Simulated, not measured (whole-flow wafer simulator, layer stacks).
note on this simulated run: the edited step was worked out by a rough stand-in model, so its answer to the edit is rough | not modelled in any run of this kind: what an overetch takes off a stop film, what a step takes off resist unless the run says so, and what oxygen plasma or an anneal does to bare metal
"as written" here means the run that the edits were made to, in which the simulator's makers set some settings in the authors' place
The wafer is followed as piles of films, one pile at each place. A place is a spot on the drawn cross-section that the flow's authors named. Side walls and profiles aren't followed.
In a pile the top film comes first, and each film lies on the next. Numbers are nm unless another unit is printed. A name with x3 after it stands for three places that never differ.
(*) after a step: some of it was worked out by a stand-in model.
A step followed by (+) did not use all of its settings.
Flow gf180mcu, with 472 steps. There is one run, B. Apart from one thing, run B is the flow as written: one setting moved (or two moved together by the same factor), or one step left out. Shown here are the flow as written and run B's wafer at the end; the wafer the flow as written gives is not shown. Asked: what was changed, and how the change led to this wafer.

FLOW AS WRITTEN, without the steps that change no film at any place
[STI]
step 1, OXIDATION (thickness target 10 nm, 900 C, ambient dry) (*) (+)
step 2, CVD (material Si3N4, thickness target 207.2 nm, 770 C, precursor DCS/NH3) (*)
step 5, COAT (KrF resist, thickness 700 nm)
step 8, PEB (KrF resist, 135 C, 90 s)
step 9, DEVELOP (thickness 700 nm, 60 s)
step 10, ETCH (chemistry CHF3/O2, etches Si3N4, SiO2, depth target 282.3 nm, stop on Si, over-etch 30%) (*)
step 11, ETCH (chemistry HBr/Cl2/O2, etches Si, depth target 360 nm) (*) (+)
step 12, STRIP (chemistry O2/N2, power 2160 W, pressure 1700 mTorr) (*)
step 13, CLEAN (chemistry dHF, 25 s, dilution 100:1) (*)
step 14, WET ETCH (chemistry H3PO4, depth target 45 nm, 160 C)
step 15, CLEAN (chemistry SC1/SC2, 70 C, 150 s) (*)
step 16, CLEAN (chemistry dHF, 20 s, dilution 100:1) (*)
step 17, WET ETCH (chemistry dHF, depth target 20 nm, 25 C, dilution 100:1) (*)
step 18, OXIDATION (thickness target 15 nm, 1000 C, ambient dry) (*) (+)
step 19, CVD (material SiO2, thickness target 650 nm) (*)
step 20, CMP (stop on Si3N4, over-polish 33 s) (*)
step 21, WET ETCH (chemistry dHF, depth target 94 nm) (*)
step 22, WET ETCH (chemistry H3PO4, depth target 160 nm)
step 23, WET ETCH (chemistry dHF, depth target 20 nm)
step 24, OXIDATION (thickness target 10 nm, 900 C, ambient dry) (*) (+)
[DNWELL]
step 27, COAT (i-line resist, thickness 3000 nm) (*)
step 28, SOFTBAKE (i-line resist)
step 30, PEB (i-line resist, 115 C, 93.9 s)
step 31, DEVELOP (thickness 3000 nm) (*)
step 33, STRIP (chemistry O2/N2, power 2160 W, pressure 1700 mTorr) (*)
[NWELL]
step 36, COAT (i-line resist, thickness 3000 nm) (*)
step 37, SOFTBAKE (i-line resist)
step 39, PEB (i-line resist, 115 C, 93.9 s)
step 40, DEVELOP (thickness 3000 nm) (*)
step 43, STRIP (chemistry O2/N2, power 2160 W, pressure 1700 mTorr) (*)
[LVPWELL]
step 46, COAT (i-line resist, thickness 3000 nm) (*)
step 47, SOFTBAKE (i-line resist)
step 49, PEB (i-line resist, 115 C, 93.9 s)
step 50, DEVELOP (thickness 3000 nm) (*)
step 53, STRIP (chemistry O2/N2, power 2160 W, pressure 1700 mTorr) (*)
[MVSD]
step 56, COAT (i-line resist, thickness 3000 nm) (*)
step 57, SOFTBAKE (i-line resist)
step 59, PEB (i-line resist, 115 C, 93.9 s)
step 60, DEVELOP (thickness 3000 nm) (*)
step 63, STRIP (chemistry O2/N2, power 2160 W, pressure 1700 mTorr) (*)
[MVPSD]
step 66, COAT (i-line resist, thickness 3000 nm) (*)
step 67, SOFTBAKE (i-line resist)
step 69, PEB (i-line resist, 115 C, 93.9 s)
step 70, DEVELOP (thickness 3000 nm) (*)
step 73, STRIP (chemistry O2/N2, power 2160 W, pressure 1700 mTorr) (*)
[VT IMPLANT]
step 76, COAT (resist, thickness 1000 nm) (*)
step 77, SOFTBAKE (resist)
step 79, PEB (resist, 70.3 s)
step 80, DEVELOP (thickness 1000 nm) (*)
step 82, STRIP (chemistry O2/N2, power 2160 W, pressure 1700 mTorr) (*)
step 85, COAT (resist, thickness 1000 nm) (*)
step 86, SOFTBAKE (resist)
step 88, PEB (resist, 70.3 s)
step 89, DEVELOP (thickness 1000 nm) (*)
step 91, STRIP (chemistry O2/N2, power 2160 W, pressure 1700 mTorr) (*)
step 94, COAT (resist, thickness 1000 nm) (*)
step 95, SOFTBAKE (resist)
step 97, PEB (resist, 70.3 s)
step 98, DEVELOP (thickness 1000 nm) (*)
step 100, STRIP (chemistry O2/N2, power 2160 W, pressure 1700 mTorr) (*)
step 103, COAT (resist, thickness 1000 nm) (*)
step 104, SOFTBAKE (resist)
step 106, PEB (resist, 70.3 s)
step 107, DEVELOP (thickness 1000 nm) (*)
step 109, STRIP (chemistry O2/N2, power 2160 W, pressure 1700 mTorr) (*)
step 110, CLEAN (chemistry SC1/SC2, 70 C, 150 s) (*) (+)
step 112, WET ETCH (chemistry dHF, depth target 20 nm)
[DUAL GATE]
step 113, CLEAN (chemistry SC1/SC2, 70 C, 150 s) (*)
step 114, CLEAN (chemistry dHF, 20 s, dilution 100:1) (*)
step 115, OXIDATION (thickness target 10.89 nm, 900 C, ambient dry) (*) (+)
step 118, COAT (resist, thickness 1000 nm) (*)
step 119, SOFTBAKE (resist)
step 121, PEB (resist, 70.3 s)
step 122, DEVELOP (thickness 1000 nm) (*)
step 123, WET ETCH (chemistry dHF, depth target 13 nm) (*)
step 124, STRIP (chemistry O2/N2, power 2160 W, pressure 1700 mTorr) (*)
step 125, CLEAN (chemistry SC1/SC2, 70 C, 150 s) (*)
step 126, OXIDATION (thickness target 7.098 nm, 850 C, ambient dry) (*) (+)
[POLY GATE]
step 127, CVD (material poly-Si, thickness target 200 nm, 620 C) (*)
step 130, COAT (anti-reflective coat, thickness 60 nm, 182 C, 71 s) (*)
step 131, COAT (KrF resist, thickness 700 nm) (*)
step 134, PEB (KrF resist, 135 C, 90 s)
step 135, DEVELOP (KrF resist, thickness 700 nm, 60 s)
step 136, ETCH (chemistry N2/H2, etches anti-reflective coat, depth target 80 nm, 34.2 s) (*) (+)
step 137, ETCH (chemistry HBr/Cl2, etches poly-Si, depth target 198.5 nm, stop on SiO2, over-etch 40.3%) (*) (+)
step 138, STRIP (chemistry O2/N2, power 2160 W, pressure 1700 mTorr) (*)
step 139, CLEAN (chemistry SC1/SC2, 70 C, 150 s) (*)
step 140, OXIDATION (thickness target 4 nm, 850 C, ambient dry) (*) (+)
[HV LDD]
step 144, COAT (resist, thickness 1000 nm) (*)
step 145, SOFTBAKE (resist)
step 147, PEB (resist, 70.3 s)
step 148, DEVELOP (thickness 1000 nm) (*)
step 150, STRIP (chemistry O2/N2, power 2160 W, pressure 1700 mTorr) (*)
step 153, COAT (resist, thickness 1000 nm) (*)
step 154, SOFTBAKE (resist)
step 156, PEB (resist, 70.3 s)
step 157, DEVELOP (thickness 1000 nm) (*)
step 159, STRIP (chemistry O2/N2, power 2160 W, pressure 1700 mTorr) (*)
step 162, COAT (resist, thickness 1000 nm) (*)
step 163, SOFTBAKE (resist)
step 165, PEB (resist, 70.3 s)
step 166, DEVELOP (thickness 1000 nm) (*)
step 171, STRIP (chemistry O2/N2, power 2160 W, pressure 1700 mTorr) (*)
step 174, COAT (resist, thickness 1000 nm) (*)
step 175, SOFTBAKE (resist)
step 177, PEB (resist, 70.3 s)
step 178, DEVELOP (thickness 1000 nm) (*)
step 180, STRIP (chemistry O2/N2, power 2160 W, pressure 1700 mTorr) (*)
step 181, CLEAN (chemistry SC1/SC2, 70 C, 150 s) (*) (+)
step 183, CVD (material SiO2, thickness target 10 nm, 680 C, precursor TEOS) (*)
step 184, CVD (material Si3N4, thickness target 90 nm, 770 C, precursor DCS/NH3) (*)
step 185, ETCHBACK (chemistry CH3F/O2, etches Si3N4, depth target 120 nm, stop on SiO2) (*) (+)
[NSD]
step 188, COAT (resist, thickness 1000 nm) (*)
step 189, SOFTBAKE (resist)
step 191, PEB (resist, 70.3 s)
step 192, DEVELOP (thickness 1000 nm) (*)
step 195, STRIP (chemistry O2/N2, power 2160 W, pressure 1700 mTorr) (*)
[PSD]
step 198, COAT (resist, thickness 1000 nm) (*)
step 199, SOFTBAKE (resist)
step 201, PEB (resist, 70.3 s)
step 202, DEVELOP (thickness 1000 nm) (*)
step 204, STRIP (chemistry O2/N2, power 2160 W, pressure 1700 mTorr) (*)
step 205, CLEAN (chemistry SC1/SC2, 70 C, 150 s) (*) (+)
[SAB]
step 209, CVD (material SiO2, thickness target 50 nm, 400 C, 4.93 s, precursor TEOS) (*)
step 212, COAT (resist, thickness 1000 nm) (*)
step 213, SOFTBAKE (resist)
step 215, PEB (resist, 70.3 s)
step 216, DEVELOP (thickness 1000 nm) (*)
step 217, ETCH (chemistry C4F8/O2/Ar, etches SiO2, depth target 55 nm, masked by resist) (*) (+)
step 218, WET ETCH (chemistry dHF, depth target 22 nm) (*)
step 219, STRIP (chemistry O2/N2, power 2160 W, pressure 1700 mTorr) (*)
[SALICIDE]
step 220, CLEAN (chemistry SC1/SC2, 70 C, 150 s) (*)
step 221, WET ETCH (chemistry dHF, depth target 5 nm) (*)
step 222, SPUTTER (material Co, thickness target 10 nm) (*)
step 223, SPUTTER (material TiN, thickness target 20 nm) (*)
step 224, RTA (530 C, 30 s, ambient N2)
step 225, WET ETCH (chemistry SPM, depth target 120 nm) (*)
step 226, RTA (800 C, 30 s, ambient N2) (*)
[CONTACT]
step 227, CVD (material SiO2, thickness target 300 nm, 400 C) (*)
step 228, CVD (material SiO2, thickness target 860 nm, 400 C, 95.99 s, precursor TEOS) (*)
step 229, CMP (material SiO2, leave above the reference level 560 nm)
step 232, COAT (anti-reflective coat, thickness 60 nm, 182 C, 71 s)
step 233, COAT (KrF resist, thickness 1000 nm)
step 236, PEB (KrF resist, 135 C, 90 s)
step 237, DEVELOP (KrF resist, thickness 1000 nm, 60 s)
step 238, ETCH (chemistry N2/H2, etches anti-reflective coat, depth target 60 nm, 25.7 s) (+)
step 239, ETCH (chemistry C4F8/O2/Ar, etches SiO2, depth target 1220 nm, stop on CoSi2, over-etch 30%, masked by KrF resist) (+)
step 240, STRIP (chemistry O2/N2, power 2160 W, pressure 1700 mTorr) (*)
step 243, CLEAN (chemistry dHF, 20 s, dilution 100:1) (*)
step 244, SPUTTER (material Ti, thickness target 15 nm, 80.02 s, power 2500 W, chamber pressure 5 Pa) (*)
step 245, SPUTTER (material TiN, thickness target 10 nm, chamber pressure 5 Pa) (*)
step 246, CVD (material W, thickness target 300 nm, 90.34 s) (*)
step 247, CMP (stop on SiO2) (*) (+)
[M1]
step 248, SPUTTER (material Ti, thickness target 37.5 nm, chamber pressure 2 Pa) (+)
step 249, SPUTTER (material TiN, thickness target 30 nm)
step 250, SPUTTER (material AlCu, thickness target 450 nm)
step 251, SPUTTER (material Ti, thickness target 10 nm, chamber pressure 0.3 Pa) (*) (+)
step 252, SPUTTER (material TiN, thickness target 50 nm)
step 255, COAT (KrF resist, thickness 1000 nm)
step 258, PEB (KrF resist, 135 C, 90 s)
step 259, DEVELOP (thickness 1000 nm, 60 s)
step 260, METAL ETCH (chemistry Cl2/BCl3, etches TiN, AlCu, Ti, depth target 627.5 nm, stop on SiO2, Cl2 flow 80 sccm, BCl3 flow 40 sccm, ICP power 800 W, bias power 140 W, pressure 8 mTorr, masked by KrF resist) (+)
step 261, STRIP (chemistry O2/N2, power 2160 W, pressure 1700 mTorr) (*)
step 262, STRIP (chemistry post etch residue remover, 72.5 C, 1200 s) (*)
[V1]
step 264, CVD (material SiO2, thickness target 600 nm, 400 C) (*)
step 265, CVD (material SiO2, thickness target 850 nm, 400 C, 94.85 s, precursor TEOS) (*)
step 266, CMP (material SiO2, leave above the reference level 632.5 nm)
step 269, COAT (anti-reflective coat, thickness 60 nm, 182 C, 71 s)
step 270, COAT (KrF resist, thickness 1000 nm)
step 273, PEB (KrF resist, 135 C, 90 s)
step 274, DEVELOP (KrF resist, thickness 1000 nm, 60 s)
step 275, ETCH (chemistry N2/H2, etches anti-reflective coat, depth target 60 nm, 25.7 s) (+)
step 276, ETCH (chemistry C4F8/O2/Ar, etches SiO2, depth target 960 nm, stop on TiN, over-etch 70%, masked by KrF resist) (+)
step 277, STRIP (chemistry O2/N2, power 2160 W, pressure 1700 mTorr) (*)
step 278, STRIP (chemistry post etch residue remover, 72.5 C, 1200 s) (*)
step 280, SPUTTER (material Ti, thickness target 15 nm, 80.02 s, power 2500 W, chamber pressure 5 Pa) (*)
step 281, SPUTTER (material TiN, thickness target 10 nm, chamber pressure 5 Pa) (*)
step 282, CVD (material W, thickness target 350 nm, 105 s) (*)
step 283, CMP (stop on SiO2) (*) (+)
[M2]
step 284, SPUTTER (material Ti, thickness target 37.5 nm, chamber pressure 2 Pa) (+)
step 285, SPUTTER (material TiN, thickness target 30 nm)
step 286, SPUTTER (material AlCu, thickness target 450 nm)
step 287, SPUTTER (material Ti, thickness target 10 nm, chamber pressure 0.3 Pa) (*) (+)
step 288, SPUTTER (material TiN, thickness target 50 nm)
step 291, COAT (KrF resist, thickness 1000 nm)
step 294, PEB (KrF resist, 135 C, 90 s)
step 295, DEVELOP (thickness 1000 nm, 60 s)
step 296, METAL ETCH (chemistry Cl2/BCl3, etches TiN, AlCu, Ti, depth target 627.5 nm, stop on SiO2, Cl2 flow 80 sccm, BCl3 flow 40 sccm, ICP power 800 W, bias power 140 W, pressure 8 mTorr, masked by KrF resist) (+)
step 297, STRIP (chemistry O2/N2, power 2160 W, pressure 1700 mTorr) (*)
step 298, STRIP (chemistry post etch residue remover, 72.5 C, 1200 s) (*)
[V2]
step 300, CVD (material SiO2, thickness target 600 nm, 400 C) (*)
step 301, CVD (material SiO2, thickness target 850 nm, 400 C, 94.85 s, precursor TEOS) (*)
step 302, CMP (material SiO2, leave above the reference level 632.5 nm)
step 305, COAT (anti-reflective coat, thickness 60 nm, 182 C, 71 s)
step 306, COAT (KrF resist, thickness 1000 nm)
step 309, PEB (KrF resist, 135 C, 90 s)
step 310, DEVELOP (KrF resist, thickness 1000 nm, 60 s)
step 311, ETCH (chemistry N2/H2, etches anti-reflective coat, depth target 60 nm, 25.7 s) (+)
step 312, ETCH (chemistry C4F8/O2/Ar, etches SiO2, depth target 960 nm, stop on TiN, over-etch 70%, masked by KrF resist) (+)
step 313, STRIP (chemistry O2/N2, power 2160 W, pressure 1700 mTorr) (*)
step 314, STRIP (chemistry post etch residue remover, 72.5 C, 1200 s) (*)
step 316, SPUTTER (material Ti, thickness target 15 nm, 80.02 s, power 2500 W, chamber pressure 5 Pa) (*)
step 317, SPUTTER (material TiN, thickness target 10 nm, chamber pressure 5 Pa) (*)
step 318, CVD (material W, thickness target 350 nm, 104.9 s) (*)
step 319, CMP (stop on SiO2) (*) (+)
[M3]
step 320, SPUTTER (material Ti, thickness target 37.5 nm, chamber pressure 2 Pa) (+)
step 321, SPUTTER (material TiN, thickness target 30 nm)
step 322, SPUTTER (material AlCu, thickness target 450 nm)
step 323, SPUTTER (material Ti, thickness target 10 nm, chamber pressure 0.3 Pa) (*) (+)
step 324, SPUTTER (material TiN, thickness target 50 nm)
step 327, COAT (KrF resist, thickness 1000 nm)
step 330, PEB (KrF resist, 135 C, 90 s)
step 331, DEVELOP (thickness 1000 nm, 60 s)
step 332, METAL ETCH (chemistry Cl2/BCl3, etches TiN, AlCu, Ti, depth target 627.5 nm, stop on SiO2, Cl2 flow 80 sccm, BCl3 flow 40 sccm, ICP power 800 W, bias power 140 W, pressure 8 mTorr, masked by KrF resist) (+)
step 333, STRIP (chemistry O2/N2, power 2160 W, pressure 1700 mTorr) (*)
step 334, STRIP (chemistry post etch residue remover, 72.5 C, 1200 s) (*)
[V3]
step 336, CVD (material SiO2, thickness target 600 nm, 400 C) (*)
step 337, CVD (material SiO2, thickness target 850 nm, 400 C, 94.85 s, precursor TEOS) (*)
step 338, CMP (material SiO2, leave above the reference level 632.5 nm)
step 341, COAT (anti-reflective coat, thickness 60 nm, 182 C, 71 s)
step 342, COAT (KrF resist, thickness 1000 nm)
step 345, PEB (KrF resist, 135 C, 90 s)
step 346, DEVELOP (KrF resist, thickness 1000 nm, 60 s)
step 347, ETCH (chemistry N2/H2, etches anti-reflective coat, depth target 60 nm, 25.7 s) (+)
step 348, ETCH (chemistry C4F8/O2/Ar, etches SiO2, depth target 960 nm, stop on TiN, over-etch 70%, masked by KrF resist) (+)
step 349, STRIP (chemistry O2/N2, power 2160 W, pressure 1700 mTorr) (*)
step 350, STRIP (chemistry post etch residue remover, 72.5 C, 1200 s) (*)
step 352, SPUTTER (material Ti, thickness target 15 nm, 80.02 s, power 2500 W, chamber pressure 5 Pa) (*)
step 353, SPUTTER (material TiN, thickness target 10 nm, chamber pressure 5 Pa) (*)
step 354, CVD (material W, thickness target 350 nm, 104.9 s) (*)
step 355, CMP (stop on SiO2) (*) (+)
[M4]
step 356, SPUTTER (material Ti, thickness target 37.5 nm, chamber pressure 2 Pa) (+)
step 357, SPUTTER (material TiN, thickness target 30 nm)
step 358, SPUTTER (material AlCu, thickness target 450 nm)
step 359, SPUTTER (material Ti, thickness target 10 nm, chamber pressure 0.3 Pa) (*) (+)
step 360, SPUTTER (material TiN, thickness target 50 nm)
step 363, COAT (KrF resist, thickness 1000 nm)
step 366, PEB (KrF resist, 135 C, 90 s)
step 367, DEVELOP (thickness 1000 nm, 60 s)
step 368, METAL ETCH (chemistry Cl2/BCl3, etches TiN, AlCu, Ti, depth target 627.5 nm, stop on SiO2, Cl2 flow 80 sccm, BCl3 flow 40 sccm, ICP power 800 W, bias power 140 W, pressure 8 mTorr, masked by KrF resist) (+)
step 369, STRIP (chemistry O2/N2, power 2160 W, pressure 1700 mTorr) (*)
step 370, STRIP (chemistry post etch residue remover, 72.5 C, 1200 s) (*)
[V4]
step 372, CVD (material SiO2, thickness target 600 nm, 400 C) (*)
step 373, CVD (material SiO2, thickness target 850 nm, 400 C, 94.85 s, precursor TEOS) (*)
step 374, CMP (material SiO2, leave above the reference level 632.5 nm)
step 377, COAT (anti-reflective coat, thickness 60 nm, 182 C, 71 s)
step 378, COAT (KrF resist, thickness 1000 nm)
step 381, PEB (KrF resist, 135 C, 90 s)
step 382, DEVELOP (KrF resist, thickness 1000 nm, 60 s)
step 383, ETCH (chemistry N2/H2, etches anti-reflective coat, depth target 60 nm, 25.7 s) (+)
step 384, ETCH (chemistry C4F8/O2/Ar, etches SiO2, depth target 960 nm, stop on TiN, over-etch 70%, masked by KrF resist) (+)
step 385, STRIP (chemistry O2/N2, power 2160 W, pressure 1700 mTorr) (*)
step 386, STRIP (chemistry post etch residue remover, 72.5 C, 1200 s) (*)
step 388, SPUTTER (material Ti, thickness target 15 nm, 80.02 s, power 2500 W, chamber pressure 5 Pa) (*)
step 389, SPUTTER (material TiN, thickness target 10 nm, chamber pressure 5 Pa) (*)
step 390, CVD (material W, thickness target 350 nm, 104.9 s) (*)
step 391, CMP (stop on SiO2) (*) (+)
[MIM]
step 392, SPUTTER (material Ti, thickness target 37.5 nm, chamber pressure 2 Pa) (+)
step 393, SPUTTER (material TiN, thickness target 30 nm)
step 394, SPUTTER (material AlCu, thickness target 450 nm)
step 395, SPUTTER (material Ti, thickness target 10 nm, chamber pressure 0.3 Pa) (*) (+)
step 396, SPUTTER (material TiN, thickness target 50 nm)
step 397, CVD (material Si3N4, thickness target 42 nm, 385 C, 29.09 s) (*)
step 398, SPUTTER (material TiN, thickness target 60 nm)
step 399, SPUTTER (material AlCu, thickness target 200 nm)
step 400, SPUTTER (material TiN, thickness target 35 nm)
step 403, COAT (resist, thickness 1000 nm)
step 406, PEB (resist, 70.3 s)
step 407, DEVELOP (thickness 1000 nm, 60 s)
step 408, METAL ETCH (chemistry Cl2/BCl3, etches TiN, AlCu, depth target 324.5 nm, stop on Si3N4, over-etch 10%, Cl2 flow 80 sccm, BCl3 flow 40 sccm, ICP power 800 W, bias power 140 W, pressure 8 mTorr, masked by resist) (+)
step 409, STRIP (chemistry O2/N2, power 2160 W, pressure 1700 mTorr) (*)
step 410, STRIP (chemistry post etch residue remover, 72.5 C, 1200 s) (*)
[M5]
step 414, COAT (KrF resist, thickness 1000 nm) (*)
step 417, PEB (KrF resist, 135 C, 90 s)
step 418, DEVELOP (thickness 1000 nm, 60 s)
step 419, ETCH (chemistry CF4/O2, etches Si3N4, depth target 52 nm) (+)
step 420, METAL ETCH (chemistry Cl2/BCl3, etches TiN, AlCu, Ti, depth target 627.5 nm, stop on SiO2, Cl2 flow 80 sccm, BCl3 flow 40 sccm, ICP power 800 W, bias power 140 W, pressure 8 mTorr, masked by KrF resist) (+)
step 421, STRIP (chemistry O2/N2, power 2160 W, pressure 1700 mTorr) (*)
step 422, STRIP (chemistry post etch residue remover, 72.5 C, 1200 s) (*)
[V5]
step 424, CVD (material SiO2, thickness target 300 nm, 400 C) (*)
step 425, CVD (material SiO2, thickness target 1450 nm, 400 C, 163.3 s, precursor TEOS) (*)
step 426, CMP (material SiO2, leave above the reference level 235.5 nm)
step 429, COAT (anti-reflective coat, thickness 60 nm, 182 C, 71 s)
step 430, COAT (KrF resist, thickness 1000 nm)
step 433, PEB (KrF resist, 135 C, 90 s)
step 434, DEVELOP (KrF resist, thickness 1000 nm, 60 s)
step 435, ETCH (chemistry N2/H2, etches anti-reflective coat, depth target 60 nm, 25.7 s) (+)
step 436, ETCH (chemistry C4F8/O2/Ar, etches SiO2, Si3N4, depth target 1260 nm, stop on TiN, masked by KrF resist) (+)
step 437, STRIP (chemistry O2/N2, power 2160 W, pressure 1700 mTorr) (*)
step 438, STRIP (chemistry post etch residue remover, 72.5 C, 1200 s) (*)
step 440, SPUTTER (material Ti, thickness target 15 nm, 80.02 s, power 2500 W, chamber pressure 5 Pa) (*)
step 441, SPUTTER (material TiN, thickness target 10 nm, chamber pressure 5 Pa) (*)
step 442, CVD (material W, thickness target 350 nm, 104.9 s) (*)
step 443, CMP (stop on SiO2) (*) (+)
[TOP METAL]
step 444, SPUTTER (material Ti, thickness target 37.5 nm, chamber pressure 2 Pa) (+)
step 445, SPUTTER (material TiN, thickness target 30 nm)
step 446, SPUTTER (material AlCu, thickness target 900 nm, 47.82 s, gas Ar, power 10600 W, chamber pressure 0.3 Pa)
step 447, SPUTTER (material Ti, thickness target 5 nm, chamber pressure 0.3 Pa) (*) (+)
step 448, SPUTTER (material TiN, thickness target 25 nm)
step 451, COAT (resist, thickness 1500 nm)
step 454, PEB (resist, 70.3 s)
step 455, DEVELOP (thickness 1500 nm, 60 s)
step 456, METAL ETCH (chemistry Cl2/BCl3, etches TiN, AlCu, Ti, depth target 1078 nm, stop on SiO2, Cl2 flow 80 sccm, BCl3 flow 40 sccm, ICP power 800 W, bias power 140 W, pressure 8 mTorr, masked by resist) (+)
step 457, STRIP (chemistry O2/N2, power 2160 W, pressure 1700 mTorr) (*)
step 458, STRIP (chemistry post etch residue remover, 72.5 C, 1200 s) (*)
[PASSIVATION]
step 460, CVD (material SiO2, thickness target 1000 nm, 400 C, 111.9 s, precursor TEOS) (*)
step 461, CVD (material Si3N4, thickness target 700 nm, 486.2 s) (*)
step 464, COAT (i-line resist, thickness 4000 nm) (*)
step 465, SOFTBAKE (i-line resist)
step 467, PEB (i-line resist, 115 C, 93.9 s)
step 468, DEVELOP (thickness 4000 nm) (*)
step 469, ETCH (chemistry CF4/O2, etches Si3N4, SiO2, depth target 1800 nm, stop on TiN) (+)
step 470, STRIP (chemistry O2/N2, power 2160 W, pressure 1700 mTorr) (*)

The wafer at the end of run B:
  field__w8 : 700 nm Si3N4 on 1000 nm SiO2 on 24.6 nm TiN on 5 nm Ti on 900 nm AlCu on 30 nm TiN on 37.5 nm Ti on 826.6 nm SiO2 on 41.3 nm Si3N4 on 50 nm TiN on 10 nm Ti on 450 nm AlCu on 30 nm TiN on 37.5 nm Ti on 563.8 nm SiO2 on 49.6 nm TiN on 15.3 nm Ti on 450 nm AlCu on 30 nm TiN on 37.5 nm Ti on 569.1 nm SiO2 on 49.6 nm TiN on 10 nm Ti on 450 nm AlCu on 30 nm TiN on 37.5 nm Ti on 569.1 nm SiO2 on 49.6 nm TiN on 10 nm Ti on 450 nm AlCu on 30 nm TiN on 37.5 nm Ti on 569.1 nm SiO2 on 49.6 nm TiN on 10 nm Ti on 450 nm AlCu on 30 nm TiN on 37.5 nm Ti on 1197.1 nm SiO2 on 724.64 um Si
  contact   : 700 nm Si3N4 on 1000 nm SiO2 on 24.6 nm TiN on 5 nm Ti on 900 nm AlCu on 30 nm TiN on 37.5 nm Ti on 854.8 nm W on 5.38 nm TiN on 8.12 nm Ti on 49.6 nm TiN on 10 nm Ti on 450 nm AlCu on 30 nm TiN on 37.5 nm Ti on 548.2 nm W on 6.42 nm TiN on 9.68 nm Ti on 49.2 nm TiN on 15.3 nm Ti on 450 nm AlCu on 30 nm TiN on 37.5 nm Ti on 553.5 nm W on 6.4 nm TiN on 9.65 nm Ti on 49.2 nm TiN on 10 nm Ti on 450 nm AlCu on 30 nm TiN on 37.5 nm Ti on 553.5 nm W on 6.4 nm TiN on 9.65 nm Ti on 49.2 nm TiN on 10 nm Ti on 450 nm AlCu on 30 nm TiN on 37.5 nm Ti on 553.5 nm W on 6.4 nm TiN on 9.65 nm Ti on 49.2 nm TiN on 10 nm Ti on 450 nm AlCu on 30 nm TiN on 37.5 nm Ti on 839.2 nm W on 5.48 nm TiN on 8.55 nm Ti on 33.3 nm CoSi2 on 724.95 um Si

The reason: step 359, SPUTTER: thickness target 15.3 nm was run, while the flow as written has thickness target 10 nm.
The wafer itself shows it: field__w8 has Ti 15.3, and step 359 as written asks for 10 nm.

How this came from the change, step by step:
  step 359, SPUTTER (material Ti, thickness target 10 nm, chamber pressure 0.3 Pa) (*) (+)
      field, field__w1, field__w2 and 108 more: +15.3 Ti (new film) (it would be, as written: +10 Ti (new film))
  step 368, METAL ETCH (chemistry Cl2/BCl3, etches TiN, AlCu, Ti, depth target 627.5 nm, stop on SiO2, Cl2 flow 80 sccm, BCl3 flow 40 sccm, ICP power 800 W, bias power 140 W, pressure 8 mTorr, masked by KrF resist) (+)
      field, field__w1, field__w2 and 103 more: -50 TiN (all of it), -15.3 Ti (all of it), -450 AlCu (all of it), -30 TiN (all of it), -37.5 Ti (all of it) (it would be, as written: -50 TiN (all of it), -10 Ti (all of it), -450 AlCu (all of it), -30 TiN (all of it), -37.5 Ti (all of it))
